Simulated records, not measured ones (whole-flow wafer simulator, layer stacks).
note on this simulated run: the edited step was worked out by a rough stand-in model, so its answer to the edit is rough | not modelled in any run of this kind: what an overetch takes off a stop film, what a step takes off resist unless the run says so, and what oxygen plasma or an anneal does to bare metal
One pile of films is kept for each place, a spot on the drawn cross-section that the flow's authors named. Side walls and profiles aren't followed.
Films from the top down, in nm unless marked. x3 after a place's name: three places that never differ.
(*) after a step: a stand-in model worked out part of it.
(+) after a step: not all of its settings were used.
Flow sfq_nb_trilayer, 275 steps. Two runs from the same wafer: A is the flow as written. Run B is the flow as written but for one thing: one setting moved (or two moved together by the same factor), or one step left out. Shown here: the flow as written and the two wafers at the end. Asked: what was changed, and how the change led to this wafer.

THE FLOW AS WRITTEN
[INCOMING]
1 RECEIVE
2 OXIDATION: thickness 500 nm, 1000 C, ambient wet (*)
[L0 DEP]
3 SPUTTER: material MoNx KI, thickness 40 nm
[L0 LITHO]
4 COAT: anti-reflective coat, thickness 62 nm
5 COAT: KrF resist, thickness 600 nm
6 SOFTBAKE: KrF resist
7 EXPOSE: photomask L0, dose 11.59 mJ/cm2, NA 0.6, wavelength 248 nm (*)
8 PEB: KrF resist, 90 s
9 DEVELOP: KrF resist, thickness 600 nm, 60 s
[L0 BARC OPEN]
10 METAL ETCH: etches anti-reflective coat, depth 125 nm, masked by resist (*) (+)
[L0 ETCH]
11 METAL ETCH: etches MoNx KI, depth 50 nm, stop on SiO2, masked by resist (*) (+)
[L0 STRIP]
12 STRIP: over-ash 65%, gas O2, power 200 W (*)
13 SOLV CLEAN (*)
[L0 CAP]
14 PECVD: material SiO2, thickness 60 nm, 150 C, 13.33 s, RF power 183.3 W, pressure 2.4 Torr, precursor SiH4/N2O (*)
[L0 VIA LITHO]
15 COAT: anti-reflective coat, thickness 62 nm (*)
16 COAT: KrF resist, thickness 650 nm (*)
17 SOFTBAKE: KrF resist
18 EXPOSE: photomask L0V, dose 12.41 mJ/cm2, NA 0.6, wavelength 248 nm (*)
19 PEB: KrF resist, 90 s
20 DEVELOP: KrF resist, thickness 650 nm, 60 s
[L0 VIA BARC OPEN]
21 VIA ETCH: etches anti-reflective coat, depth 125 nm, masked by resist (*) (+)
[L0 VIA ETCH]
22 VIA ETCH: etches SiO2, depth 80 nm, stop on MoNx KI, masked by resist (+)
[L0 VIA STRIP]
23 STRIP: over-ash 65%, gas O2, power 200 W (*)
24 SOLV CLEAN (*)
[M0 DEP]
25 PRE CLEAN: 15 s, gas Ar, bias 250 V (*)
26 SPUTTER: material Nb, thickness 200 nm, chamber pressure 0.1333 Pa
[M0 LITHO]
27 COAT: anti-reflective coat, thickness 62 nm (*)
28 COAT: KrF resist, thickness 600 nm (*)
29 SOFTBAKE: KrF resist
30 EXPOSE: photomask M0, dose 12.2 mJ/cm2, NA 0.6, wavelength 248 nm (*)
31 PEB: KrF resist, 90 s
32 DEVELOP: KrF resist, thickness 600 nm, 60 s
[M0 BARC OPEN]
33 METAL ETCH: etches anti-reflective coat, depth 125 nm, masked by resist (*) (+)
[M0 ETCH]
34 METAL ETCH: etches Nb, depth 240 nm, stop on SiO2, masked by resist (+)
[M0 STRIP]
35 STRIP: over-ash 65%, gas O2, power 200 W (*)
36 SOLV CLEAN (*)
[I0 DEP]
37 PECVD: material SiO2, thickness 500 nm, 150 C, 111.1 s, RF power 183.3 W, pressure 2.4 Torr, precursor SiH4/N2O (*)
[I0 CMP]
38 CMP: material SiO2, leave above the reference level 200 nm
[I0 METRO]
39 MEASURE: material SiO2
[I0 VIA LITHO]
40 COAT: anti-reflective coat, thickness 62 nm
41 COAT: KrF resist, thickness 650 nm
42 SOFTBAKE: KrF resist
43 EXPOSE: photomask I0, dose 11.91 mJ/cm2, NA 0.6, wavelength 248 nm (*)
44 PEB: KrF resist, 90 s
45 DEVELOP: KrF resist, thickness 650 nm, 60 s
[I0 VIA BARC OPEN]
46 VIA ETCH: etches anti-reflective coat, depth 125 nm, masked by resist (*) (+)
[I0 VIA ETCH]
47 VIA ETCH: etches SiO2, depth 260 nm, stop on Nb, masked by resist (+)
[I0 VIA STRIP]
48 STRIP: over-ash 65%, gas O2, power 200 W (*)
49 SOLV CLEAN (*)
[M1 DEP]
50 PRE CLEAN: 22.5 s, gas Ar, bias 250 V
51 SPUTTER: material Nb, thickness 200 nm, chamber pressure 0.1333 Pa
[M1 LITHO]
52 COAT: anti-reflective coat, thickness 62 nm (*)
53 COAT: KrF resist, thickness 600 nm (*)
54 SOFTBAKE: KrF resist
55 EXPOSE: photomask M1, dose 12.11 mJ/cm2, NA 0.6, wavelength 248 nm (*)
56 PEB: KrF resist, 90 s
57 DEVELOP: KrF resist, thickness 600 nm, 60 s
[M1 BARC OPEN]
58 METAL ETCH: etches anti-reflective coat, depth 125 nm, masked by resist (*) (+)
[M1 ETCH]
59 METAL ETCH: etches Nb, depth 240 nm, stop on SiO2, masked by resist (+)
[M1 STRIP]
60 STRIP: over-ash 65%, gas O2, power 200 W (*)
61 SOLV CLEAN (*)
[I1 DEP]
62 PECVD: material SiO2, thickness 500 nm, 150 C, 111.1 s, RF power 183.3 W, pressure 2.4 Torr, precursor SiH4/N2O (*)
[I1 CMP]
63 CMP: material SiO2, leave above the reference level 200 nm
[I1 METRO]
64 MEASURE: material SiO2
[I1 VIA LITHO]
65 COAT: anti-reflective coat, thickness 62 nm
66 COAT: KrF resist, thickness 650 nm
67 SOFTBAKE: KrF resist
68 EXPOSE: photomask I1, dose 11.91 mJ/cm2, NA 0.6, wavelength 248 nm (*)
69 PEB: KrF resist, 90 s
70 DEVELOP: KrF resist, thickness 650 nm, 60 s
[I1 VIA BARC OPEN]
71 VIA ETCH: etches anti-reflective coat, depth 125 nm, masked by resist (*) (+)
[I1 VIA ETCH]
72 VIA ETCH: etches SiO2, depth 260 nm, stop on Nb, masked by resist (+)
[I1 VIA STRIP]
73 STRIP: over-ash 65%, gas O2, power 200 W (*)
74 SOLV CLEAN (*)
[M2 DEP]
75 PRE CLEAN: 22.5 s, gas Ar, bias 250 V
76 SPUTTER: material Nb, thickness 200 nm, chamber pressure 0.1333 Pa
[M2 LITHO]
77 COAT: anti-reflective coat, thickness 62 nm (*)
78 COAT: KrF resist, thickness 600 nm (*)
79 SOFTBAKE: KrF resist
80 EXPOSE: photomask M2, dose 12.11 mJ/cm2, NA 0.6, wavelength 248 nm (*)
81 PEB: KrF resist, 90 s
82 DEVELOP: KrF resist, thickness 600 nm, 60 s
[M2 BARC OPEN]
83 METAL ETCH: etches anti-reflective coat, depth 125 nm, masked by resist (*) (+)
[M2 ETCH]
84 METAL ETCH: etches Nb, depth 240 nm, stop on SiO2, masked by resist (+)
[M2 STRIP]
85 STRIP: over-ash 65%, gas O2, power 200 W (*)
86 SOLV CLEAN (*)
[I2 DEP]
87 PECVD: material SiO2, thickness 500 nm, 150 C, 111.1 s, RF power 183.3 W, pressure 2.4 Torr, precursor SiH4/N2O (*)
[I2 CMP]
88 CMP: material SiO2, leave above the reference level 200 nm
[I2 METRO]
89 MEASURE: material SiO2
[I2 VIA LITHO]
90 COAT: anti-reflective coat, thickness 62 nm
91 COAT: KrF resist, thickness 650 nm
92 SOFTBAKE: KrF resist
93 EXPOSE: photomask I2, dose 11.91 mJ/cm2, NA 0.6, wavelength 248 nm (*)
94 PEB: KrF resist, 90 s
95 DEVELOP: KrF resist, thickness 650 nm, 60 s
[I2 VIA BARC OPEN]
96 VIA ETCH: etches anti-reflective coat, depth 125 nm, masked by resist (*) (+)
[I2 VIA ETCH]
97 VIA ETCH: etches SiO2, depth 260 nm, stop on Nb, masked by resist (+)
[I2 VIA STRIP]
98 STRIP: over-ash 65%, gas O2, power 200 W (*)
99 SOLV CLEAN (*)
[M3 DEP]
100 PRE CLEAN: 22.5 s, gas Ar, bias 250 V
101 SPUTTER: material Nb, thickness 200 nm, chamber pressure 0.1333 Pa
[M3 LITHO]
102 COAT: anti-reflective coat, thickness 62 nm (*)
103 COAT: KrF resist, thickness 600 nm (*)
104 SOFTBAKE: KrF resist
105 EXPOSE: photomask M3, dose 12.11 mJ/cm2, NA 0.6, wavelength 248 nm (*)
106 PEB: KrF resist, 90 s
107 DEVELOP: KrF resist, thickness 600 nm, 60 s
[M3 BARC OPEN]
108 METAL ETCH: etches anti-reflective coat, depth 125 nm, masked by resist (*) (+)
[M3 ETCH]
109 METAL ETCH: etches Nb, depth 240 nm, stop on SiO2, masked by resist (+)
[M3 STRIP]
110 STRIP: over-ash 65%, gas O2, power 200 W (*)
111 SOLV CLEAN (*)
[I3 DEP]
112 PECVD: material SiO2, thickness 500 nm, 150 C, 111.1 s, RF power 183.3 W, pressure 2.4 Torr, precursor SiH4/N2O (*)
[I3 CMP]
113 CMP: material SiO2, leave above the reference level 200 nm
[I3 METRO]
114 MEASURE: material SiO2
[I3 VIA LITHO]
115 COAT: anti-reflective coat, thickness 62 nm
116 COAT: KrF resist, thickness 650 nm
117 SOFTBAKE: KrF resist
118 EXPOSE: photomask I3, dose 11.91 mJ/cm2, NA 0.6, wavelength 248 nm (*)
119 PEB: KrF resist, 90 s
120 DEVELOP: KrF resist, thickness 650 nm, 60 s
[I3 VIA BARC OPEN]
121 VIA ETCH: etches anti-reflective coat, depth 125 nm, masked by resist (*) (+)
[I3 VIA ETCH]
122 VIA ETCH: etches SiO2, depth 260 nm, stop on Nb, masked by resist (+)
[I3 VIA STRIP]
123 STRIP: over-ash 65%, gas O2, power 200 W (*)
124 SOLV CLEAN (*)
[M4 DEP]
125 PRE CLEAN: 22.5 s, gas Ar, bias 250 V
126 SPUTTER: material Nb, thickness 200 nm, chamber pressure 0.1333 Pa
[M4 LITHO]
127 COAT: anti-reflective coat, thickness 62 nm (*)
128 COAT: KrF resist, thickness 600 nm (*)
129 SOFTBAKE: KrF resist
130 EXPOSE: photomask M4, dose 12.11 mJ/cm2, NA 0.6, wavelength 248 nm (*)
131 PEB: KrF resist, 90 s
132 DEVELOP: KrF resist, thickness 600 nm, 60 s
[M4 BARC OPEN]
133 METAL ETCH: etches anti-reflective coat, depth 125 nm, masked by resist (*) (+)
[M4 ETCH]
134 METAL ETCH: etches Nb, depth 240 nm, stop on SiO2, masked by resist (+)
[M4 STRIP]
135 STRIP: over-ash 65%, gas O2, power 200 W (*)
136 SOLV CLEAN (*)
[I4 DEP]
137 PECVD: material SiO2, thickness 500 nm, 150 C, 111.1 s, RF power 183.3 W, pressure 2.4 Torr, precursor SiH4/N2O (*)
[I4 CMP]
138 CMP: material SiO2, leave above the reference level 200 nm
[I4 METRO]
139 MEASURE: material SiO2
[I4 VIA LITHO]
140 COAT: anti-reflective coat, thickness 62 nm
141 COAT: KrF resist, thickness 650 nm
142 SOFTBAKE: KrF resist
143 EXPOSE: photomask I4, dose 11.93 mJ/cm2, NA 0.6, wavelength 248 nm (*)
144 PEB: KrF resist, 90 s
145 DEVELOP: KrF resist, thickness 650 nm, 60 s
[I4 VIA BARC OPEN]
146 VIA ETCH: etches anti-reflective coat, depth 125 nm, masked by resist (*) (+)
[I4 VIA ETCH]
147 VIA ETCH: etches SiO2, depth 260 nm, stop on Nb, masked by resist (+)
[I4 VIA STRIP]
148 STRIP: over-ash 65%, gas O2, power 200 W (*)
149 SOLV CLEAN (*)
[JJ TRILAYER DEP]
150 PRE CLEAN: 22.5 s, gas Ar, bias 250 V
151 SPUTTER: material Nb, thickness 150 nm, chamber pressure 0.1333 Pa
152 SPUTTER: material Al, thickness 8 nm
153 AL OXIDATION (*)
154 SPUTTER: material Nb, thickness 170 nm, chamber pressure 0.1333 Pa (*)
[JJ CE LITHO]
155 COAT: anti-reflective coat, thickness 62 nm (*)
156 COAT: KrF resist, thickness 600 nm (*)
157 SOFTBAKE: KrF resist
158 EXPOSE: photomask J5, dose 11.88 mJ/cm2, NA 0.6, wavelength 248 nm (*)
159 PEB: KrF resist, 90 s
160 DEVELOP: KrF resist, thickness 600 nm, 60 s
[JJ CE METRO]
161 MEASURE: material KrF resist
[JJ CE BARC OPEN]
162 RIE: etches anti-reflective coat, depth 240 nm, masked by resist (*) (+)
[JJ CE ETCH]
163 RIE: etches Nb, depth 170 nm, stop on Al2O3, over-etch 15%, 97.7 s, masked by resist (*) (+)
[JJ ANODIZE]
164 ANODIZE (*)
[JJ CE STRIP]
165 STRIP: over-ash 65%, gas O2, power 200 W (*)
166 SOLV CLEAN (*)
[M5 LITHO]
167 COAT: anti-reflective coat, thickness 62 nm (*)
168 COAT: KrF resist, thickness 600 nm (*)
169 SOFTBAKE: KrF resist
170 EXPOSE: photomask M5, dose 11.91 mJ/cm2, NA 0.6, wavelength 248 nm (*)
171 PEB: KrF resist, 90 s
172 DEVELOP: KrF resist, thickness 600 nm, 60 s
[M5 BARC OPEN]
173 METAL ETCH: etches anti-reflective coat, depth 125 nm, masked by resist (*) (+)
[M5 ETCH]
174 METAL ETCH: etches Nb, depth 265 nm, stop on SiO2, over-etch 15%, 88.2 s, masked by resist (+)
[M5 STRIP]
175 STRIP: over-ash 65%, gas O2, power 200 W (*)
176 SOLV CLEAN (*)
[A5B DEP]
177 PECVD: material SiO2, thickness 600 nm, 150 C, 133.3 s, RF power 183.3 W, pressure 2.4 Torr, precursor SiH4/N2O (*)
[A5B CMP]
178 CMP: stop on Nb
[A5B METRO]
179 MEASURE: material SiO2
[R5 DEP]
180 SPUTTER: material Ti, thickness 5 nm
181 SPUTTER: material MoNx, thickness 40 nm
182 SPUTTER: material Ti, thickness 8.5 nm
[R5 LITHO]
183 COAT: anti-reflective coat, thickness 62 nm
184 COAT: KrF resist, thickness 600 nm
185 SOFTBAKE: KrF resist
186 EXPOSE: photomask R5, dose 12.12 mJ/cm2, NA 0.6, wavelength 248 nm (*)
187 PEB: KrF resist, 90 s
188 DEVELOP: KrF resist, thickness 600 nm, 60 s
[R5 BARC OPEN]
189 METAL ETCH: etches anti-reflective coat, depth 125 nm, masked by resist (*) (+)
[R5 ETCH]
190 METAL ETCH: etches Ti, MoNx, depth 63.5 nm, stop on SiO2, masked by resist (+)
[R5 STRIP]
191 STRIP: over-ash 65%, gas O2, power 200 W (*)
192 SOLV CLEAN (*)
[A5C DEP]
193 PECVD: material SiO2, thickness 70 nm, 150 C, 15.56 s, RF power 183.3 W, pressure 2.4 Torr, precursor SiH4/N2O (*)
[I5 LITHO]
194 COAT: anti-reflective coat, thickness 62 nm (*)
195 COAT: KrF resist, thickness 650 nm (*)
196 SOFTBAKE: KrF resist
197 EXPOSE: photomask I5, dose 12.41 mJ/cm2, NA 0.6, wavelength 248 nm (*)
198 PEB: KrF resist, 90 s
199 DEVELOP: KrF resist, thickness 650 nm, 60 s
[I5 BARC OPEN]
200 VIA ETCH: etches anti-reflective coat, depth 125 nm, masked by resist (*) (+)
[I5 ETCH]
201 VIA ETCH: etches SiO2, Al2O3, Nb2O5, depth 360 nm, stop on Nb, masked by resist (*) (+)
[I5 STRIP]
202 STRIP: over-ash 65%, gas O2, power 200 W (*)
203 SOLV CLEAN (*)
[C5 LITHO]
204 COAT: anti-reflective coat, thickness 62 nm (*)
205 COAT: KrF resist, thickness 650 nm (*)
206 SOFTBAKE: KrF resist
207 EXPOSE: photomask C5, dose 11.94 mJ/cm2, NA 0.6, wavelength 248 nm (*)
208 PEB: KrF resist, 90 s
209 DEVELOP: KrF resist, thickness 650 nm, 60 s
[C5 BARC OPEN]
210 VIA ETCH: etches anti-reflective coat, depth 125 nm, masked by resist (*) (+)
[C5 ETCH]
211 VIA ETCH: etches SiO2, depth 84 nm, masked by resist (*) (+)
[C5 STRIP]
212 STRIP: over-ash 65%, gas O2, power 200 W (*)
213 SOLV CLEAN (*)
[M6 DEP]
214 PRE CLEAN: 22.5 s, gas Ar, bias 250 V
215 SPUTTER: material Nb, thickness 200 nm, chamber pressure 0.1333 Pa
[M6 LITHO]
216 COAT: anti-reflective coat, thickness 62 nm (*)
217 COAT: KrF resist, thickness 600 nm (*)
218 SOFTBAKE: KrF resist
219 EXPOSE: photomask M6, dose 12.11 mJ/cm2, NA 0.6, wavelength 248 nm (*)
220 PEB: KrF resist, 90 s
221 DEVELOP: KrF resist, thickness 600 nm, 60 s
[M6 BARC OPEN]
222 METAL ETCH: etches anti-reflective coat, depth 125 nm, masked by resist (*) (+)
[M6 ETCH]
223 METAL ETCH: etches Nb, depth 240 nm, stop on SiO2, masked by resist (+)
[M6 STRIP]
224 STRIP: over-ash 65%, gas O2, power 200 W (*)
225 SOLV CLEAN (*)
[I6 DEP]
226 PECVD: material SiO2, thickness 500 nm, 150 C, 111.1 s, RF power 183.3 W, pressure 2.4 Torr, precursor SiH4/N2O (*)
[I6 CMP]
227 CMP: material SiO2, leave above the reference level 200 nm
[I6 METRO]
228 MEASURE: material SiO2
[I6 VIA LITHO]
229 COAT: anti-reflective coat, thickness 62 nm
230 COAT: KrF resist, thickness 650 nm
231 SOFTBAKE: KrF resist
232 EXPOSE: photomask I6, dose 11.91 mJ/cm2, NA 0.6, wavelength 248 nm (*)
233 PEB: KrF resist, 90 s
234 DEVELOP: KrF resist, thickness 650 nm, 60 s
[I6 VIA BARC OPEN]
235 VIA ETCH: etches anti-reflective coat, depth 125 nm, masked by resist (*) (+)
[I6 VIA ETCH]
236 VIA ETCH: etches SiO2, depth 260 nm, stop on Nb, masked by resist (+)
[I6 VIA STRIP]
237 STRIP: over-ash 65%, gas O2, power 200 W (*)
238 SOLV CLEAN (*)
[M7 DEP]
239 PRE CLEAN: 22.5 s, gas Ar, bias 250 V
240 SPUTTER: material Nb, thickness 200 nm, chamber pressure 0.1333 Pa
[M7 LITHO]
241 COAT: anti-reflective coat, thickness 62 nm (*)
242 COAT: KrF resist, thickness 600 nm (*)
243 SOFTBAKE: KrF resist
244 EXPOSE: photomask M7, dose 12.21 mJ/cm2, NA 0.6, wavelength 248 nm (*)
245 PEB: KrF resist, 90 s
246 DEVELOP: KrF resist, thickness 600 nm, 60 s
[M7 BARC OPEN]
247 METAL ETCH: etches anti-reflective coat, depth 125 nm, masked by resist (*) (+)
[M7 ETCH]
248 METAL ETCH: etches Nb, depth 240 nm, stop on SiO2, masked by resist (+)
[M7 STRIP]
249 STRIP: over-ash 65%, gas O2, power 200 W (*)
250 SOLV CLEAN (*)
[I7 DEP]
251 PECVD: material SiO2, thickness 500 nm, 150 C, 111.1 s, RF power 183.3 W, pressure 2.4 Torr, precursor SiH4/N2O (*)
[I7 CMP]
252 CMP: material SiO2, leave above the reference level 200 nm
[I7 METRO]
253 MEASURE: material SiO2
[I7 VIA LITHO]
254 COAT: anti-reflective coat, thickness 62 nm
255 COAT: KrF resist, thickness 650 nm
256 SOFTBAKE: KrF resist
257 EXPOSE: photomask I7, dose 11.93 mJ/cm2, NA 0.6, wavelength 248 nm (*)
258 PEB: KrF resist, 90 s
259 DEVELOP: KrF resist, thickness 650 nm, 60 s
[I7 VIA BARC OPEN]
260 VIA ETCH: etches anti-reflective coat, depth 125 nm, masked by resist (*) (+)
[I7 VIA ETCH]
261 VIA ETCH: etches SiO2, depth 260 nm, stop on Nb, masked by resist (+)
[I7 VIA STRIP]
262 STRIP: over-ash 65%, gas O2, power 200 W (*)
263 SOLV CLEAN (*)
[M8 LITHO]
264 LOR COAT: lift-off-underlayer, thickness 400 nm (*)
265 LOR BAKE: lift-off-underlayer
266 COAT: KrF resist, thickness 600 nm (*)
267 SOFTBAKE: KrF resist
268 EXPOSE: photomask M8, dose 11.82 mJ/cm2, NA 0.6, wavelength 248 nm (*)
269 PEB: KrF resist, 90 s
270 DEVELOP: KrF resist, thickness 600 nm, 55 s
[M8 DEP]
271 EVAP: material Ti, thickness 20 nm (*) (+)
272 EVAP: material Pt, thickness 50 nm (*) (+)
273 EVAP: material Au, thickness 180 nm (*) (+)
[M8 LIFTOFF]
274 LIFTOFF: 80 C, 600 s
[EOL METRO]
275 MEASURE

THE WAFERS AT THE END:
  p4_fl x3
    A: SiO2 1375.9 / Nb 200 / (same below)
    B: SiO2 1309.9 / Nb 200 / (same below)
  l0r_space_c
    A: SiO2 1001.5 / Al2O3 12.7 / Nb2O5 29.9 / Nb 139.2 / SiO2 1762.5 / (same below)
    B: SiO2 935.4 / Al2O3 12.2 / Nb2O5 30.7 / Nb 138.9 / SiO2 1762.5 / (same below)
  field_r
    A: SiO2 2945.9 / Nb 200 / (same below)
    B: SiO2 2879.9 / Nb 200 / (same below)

The cause: step 154, SPUTTER: thickness 104 nm was run, where the flow has thickness 170 nm.

How the change led to this, step by step:
  154 SPUTTER: material Nb, thickness 170 nm, chamber pressure 0.1333 Pa (*)
      field_l, v_sur, via_sp and 100 more: A Nb +170 (new film) | B Nb +104 (new film)
      via_wl, via_wr: A Nb +140.7 (new film) | B Nb +85.9 (new film)
      (and at 1 more place)
  155 COAT: anti-reflective coat, thickness 62 nm (*)
      via_wl, via_wr: A anti-reflective coat +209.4 (new film) | B anti-reflective coat +193.2 (new film)
      via_w: A anti-reflective coat +97.4 (new film) | B anti-reflective coat +92.5 (new film)
  162 RIE: etches anti-reflective coat, depth 240 nm, masked by resist (*) (+)
      ce_l, c5j, ce_r, wl_jj: A KrF resist -209.4 | B KrF resist -193.2
      via_wl, via_wr: A anti-reflective coat -209.4 (all of it) | B anti-reflective coat -193.2 (all of it)
      (and at 1 more place)
  163 RIE: etches Nb, depth 170 nm, stop on Al2O3, over-etch 15%, 97.7 s, masked by resist (*) (+)
      field_l, v_sur, via_sp and 96 more: A Nb -170 (all of it), Al2O3 -0.51 | B Nb -104 (all of it), Al2O3 -0.96 (all of it)
      via_wl, via_wr: A Nb -140.7 (all of it), Al2O3 -0.96 (all of it) | B Nb -85.9 (all of it), Al2O3 -0.96 (all of it)
      (and at 1 more place)
  164 ANODIZE (*)
      field_l, v_sur, via_sp and 96 more: A Al2O3 +12.2, Nb2O5 +29.9 (new film), Al -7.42 (all of it), Nb -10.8 | B Al2O3 +12.2 (new film), Nb2O5 +30.7 (new film), Al -7.42 (all of it), Nb -11.1
  165 STRIP: over-ash 65%, gas O2, power 200 W (*)
      ce_l: A KrF resist -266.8 (all of it), anti-reflective coat -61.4 (all of it) | B KrF resist -282.9 (all of it), anti-reflective coat -61.4 (all of it)
      c5j: A KrF resist -266.9 (all of it), anti-reflective coat -61.5 (all of it) | B KrF resist -283 (all of it), anti-reflective coat -61.5 (all of it)
      (and at 2 more places)
  167 COAT: anti-reflective coat, thickness 62 nm (*)
      wl_j_sl, wl_j_sr: A anti-reflective coat +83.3 (new film) | B anti-reflective coat +74.9 (new film)
      gap: A anti-reflective coat +58.9 (new film) | B anti-reflective coat +60.8 (new film)
      (and at 8 more places)
  168 COAT: KrF resist, thickness 600 nm (*)
      ce_l: A KrF resist +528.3 (new film) | B KrF resist +566.1 (new film)
      c5j: A KrF resist +507.6 (new film) | B KrF resist +550 (new film)
      (and at 2 more places)
  173 METAL ETCH: etches anti-reflective coat, depth 125 nm, masked by resist (*) (+)
      wl_a_sl: A anti-reflective coat -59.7 (all of it), Al2O3 -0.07 | B anti-reflective coat -61.6 (all of it)
  174 METAL ETCH: etches Nb, depth 265 nm, stop on SiO2, over-etch 15%, 88.2 s, masked by resist (+)
      field_l, r_sur, res and 50 more: A Al2O3 -12.6 (all of it), Nb2O5 -29.9 (all of it), Nb -139.2 (all of it), SiO2 -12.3 | B Al2O3 -12.2 (all of it), Nb2O5 -30.7 (all of it), Nb -138.9 (all of it), SiO2 -12.3
  175 STRIP: over-ash 65%, gas O2, power 200 W (*)
      wl_j_sl, wl_j_sr: A KrF resist -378 (all of it), anti-reflective coat -83.3 (all of it) | B KrF resist -372.7 (all of it), anti-reflective coat -74.9 (all of it)
      gap: A KrF resist -383.4 (all of it), anti-reflective coat -58.9 (all of it) | B KrF resist -375.9 (all of it), anti-reflective coat -60.8 (all of it)
      (and at 7 more places)
  178 CMP: stop on Nb
      v_sur, via_sp, via_v and 43 more: A SiO2 -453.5 | B SiO2 -519.6
      field_l, p4_fl x3, p4_w1 x3 and 35 more: A SiO2 -259.3 | B SiO2 -325.3
      (and at 14 more places)
  201 VIA ETCH: etches SiO2, Al2O3, Nb2O5, depth 360 nm, stop on Nb, masked by resist (*) (+)
      be: A SiO2 -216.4 (all of it), Al2O3 -12.7 (all of it), Nb2O5 -29.9 (all of it) | B SiO2 -150.3 (all of it), Al2O3 -12.2 (all of it), Nb2O5 -30.7 (all of it)
  204 COAT: anti-reflective coat, thickness 62 nm (*)
      wire: A anti-reflective coat +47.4 (new film) | B anti-reflective coat +49.3 (new film)
      be: A anti-reflective coat +122.2 (new film) | B anti-reflective coat +112.4 (new film)
      (and at 1 more place)
  205 COAT: KrF resist, thickness 650 nm (*)
      be: A KrF resist +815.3 (new film) | B KrF resist +768.3 (new film)
  212 STRIP: over-ash 65%, gas O2, power 200 W (*)
      wire: A KrF resist -555.8 (all of it), anti-reflective coat -47.4 (all of it) | B KrF resist -559.5 (all of it), anti-reflective coat -49.3 (all of it)
      be: A KrF resist -728.2 (all of it), anti-reflective coat -122.2 (all of it) | B KrF resist -681.2 (all of it), anti-reflective coat -112.4 (all of it)
      (and at 1 more place)
  ... 4 more steps ...
  226 PECVD: material SiO2, thickness 500 nm, 150 C, 111.1 s, RF power 183.3 W, pressure 2.4 Torr, precursor SiH4/N2O (*)
      be: A SiO2 +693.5 (new film) | B SiO2 +612.5 (new film)
